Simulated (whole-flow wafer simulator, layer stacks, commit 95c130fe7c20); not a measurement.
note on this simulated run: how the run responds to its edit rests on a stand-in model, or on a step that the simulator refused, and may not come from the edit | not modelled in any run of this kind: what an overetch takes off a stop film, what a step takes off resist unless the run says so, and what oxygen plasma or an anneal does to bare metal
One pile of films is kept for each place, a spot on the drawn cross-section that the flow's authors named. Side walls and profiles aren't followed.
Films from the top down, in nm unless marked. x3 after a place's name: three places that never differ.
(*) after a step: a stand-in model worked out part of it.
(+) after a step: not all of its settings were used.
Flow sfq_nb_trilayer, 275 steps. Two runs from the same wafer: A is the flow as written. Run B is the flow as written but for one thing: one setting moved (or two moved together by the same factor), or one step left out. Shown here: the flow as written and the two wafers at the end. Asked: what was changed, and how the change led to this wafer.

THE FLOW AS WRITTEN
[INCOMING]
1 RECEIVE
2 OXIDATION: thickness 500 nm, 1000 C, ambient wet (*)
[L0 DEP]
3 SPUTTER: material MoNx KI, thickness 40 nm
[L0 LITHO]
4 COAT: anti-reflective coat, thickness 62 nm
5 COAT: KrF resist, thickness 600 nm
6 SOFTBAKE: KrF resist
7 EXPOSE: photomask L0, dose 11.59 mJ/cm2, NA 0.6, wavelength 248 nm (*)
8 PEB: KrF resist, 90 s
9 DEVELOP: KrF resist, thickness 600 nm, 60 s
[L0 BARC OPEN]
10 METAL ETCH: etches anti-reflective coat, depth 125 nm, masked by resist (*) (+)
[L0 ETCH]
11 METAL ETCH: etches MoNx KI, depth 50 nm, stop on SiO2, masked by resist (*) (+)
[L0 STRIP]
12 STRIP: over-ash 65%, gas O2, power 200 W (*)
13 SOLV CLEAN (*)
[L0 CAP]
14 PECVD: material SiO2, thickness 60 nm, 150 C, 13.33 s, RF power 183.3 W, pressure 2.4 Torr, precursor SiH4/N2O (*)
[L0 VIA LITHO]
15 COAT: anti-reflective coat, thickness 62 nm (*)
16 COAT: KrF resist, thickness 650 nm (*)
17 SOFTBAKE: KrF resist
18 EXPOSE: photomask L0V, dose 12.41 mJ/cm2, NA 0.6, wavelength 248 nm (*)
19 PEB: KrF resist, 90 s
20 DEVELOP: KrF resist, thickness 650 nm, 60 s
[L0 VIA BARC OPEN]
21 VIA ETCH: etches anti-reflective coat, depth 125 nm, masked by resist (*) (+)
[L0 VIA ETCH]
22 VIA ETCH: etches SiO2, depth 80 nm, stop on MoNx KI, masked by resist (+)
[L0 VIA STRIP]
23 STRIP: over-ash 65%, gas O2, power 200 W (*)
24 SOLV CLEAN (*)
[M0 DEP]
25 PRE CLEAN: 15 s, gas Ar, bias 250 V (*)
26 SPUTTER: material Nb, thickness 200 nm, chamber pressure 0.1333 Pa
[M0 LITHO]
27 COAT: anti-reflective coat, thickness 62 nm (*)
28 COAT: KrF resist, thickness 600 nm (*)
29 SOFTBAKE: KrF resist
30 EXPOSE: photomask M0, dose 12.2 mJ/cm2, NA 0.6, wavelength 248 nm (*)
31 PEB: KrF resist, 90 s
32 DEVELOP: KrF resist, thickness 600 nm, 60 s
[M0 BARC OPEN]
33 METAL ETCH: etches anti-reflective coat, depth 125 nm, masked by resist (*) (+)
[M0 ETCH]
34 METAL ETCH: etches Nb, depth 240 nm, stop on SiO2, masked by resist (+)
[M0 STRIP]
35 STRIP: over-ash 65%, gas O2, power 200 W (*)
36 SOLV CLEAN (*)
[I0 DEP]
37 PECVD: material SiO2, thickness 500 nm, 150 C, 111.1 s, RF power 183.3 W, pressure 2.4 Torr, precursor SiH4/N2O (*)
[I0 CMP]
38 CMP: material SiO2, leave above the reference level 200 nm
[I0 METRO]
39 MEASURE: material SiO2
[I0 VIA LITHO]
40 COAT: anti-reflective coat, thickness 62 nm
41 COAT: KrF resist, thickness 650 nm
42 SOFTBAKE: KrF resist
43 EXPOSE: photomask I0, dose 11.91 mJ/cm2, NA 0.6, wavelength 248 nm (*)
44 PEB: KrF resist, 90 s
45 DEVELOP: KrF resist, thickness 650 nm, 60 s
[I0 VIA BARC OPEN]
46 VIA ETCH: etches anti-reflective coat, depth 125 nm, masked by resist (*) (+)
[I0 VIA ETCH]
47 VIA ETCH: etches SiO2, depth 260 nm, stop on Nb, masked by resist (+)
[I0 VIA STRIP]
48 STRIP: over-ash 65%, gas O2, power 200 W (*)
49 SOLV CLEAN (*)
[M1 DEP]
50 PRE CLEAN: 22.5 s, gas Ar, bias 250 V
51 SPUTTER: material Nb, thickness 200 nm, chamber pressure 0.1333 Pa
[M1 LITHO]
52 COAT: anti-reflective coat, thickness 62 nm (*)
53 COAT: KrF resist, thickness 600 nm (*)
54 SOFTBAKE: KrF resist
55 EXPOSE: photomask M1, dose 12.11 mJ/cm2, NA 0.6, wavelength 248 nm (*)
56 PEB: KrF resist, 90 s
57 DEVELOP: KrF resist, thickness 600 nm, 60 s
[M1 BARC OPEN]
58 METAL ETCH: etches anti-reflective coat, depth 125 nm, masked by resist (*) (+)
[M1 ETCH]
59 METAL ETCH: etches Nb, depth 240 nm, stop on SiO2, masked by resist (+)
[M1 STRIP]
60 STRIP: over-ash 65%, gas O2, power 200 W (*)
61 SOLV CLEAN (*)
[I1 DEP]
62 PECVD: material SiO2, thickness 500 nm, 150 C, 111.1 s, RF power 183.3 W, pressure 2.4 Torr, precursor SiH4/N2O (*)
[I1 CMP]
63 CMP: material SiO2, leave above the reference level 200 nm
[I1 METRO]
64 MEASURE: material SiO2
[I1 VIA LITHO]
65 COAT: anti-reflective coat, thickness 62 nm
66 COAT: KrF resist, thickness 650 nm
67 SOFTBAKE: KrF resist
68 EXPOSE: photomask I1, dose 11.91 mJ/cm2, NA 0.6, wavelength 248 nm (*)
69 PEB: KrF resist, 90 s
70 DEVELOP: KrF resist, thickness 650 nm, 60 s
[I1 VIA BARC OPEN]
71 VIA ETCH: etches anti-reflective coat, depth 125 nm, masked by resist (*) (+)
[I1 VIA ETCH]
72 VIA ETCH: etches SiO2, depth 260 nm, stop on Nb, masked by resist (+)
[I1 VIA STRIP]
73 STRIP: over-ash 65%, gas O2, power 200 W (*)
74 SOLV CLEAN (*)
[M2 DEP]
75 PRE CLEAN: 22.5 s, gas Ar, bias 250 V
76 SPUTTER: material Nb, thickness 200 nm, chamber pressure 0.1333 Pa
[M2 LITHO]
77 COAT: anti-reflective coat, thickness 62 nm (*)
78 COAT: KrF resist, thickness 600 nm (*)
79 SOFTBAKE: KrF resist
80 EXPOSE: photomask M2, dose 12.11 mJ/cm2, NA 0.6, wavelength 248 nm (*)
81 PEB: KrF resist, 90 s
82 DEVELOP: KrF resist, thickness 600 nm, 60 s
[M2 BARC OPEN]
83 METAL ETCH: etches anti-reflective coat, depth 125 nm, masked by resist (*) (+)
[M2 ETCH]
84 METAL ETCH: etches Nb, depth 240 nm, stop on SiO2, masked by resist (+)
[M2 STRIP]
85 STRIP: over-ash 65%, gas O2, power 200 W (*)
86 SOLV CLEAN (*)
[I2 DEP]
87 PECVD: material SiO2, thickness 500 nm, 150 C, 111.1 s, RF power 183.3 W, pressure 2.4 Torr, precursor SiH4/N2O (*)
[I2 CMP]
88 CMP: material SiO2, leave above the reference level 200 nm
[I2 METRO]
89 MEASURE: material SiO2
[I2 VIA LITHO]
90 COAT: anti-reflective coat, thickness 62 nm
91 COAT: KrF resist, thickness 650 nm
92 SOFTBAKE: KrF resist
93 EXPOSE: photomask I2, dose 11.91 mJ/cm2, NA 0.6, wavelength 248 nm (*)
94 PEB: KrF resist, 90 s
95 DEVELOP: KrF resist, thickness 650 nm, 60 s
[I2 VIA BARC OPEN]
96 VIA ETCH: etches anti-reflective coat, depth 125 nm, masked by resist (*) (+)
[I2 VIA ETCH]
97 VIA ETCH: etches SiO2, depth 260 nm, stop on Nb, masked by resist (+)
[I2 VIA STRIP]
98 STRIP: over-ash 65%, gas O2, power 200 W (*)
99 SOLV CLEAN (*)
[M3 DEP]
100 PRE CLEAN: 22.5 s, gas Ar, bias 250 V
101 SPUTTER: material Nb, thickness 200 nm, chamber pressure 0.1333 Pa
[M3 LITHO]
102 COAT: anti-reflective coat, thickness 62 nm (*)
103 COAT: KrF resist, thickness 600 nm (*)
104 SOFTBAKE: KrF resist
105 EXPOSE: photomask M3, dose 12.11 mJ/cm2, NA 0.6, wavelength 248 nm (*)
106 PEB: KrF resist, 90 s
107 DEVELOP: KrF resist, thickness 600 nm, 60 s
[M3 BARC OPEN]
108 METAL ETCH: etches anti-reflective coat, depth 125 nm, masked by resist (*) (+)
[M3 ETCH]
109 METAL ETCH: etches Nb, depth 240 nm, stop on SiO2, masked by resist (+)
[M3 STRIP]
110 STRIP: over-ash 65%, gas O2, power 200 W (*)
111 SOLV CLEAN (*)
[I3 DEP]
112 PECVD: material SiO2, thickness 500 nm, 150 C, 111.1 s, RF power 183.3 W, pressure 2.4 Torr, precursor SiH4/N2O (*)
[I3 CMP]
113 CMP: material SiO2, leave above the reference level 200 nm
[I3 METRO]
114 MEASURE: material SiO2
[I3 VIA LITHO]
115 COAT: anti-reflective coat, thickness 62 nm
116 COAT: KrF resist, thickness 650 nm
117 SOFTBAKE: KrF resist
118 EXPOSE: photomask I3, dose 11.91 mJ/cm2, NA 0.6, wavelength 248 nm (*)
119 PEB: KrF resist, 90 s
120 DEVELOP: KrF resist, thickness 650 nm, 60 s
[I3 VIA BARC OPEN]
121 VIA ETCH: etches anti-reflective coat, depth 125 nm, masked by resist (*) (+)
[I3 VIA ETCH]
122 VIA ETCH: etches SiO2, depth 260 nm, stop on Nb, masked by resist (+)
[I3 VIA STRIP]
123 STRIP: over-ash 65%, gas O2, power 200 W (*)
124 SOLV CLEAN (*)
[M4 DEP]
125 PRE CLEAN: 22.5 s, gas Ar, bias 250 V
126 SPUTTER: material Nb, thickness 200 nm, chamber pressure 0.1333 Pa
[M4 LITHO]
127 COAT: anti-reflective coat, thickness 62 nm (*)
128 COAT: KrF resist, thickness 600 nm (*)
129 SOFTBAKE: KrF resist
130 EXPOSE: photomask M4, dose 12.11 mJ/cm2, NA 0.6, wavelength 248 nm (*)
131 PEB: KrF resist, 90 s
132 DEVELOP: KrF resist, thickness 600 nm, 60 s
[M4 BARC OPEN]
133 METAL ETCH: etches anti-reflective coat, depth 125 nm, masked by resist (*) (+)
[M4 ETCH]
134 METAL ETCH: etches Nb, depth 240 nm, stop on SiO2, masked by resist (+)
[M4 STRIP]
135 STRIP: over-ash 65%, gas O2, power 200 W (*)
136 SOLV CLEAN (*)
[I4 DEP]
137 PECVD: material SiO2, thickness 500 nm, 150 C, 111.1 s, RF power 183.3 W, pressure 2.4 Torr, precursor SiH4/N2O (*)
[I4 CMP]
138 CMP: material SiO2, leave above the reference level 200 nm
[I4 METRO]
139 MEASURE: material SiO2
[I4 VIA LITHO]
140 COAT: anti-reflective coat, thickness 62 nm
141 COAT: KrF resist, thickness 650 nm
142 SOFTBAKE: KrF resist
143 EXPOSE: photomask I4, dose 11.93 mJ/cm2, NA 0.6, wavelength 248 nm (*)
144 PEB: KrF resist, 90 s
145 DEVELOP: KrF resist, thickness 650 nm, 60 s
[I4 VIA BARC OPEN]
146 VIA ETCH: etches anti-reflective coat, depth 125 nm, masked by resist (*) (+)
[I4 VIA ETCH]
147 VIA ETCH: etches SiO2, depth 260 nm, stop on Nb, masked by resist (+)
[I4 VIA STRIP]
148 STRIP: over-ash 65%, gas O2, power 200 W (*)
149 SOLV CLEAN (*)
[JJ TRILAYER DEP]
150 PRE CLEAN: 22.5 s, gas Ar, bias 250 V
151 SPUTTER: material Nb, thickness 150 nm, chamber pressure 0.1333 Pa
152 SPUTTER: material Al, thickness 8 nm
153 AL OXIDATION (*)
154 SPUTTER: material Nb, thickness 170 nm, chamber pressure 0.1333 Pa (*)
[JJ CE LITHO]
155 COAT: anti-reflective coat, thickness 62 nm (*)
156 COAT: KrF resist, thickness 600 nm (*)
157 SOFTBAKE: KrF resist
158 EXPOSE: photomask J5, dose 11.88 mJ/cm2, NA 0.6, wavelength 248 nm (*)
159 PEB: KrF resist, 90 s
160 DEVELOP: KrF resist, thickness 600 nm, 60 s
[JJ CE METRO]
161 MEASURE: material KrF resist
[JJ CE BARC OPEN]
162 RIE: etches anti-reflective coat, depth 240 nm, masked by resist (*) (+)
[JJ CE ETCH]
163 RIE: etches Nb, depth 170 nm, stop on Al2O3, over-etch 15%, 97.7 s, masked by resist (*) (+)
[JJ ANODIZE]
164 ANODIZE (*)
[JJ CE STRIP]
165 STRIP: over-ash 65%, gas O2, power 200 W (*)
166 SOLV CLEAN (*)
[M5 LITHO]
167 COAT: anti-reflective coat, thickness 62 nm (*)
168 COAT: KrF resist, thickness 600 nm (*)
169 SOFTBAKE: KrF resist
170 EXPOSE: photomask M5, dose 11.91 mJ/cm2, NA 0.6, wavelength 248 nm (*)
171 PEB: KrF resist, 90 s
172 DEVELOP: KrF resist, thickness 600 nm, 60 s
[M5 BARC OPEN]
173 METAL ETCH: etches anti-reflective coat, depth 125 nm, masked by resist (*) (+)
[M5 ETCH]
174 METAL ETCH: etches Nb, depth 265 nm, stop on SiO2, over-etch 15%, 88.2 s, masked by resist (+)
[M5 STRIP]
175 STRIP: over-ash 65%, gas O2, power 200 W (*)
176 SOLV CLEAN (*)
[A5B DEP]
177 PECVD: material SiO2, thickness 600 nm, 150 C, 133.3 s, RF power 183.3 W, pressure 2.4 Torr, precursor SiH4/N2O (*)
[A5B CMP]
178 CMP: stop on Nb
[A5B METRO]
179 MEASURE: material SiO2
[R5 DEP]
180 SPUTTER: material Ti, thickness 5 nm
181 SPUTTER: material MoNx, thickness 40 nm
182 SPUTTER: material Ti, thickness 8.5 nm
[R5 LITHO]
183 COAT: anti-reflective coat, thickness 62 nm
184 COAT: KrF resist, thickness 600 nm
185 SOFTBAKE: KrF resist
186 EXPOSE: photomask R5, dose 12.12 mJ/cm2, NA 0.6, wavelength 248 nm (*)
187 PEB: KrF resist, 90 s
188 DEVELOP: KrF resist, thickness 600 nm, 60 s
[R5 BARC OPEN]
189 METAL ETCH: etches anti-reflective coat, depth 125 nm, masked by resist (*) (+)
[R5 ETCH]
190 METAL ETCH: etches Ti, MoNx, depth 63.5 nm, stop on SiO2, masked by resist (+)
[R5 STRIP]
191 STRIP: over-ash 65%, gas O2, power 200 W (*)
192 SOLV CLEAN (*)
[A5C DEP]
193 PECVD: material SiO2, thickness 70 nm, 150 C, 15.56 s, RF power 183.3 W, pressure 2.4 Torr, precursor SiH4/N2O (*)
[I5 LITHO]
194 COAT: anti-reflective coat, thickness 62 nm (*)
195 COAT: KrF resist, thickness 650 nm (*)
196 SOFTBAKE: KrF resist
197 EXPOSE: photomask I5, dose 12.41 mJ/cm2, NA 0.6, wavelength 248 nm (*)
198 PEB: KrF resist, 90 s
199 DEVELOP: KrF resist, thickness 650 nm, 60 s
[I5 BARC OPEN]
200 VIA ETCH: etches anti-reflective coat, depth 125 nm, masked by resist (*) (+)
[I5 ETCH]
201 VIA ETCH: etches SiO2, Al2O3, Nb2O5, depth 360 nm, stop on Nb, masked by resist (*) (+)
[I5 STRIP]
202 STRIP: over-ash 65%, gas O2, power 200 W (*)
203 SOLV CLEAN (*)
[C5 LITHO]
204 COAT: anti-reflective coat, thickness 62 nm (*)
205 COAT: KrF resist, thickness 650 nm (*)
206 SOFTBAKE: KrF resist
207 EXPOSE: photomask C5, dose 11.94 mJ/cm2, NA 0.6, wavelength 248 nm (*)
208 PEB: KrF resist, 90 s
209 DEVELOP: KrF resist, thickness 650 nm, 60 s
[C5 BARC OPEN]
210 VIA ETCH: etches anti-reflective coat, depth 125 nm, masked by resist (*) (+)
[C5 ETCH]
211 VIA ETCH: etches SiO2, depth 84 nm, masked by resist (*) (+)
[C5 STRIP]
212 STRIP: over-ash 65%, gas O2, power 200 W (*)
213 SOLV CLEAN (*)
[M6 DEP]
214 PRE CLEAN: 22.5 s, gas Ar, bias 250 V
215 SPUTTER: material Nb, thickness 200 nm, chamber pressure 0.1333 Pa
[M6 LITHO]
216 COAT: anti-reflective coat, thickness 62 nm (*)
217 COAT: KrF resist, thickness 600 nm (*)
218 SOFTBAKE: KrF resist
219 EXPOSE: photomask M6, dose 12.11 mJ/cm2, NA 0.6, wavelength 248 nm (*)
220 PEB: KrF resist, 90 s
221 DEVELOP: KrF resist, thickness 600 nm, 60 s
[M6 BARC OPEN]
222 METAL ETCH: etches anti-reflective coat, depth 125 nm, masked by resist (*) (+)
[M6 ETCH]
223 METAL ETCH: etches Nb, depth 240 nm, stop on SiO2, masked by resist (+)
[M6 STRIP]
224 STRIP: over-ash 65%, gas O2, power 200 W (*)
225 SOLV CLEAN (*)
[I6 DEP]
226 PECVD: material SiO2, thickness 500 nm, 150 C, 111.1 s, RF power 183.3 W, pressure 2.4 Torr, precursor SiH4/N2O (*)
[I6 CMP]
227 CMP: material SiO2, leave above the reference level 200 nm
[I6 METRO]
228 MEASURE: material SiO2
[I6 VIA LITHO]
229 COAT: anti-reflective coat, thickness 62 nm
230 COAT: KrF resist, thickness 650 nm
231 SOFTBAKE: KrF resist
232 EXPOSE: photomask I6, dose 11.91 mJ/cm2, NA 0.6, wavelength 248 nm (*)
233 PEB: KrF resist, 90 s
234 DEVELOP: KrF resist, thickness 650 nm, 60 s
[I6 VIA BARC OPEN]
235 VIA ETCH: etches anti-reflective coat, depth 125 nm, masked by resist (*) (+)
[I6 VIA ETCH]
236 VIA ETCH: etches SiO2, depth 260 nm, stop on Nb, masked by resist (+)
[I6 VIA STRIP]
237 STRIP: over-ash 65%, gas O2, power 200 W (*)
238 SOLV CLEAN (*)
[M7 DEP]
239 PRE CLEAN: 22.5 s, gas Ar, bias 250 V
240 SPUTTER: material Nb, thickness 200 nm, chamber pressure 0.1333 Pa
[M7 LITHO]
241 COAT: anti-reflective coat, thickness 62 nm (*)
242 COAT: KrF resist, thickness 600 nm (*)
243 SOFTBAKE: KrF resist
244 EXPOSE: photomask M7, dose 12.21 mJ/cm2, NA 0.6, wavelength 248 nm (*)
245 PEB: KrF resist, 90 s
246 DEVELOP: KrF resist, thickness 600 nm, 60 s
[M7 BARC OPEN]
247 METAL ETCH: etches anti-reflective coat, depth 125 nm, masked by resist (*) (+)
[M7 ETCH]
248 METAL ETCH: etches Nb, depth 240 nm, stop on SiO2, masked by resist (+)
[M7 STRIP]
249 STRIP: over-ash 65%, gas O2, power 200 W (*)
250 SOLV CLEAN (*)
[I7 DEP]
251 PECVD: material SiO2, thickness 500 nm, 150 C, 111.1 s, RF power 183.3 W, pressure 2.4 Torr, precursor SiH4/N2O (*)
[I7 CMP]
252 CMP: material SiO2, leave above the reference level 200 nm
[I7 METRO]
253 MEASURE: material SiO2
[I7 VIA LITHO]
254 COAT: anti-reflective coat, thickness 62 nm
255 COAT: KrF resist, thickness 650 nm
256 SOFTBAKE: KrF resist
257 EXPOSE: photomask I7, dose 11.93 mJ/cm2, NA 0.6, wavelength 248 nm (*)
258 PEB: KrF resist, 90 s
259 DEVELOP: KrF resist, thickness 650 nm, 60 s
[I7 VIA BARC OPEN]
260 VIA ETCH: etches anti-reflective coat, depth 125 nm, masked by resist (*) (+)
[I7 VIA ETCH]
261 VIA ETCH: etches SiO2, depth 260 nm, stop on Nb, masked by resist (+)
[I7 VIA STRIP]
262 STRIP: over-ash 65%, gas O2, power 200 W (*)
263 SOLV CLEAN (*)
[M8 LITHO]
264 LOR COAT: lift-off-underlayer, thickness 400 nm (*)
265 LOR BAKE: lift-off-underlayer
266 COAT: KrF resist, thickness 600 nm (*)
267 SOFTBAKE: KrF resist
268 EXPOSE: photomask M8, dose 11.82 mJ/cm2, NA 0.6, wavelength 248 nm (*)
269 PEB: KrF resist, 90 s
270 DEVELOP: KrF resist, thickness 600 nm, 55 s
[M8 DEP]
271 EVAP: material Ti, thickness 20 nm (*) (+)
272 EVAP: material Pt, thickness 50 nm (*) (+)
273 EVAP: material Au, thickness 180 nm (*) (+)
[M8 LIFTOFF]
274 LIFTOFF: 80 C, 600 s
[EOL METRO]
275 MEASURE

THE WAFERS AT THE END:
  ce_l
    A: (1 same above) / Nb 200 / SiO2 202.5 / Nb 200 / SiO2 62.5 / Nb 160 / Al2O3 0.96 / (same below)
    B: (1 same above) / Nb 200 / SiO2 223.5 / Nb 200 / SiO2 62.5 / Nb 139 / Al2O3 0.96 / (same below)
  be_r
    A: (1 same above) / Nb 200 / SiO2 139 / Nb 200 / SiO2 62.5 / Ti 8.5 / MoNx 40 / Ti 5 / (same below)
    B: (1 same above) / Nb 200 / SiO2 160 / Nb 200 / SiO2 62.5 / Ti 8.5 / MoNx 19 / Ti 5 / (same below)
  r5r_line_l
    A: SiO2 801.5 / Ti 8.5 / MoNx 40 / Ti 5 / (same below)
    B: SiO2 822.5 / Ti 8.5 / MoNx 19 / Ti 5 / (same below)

The cause: step 181, SPUTTER: thickness 19 nm was run, where the flow has thickness 40 nm.
It can be read off the wafer: be_r has MoNx 19, and step 181 as written asks for 40 nm.

How the change led to this, step by step:
  181 SPUTTER: material MoNx, thickness 40 nm
      field_l, v_sur, via_wl and 103 more: A MoNx +40 (new film) | B MoNx +19 (new film)
  190 METAL ETCH: etches Ti, MoNx, depth 63.5 nm, stop on SiO2, masked by resist (+)
      field_l, v_sur, via_wl and 92 more: A Ti -8.5 (all of it), MoNx -40 (all of it), Ti -5 (all of it) | B Ti -8.5 (all of it), MoNx -19 (all of it), Ti -5 (all of it)
      ce_l, c5j, ce_r, wl_jj: A Ti -8.5 (all of it), MoNx -40 (all of it), Ti -5 (all of it), Nb -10 | B Ti -8.5 (all of it), MoNx -19 (all of it), Ti -5 (all of it), Nb -31
  194 COAT: anti-reflective coat, thickness 62 nm (*)
      wl_j_sl, wl_j_sr: A anti-reflective coat +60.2 (new film) | B anti-reflective coat +56.8 (new film)
      r5r_spacepad_l, r5r_spacepad_r: A anti-reflective coat +84.4 (new film) | B anti-reflective coat +75.4 (new film)
      (and at 15 more places)
  202 STRIP: over-ash 65%, gas O2, power 200 W (*)
      wl_j_sl, wl_j_sr: A KrF resist -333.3 (all of it), anti-reflective coat -60.2 (all of it) | B KrF resist -333.4 (all of it), anti-reflective coat -56.8 (all of it)
      r5r_spacepad_l, r5r_spacepad_r: A KrF resist -335.6 (all of it), anti-reflective coat -84.4 (all of it) | B KrF resist -334.8 (all of it), anti-reflective coat -75.4 (all of it)
      (and at 15 more places)
  204 COAT: anti-reflective coat, thickness 62 nm (*)
      wl_j_sl, wl_j_sr: A anti-reflective coat +60.2 (new film) | B anti-reflective coat +56.8 (new film)
      r5r_spacepad_l, r5r_spacepad_r: A anti-reflective coat +84.4 (new film) | B anti-reflective coat +75.4 (new film)
      (and at 15 more places)
  210 VIA ETCH: etches anti-reflective coat, depth 125 nm, masked by resist (*) (+)
      field_l, v_sur, via_wl and 101 more: A KrF resist -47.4 | B KrF resist -48.8
      c5j: A anti-reflective coat -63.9 (all of it), SiO2 -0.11 | B anti-reflective coat -69.7 (all of it), SiO2 -0.09
      (and at 1 more place)
  212 STRIP: over-ash 65%, gas O2, power 200 W (*)
      wl_j_sl, wl_j_sr: A KrF resist -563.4 (all of it), anti-reflective coat -60.2 (all of it) | B KrF resist -561.9 (all of it), anti-reflective coat -56.8 (all of it)
      r5r_spacepad_l, r5r_spacepad_r: A KrF resist -565.8 (all of it), anti-reflective coat -84.4 (all of it) | B KrF resist -563.3 (all of it), anti-reflective coat -75.4 (all of it)
      (and at 13 more places)
  216 COAT: anti-reflective coat, thickness 62 nm (*)
      wl_j_sl, wl_j_sr: A anti-reflective coat +60.2 (new film) | B anti-reflective coat +56.9 (new film)
      r5r_spacepad_l, r5r_spacepad_r: A anti-reflective coat +85.7 (new film) | B anti-reflective coat +75.8 (new film)
      (and at 15 more places)
  222 METAL ETCH: etches anti-reflective coat, depth 125 nm, masked by resist (*) (+)
      r5r_spacepad_l, r5r_spacepad_r: A anti-reflective coat -85.7 (all of it) | B anti-reflective coat -75.8 (all of it)
      r5r_line_c, r5r_line_r: A anti-reflective coat -50 (all of it) | B anti-reflective coat -53.7 (all of it)
      (and at 3 more places)
  224 STRIP: over-ash 65%, gas O2, power 200 W (*)
      wl_j_sl, wl_j_sr: A KrF resist -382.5 (all of it), anti-reflective coat -60.2 (all of it) | B KrF resist -382.3 (all of it), anti-reflective coat -56.9 (all of it)
      jj_sur: A KrF resist -378.5 (all of it), anti-reflective coat -56.1 (all of it) | B KrF resist -377.2 (all of it), anti-reflective coat -52.4 (all of it)
      (and at 9 more places)
  226 PECVD: material SiO2, thickness 500 nm, 150 C, 111.1 s, RF power 183.3 W, pressure 2.4 Torr, precursor SiH4/N2O (*)
      r5r_spacepad_l, r5r_spacepad_r: A SiO2 +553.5 | B SiO2 +530
  227 CMP: material SiO2, leave above the reference level 200 nm
      ce_l, ce_r, wl_jj: A SiO2 -290 | B SiO2 -269
      be_r, r_sur, r_end: A SiO2 -353.5 | B SiO2 -332.5
      (and at 7 more places)
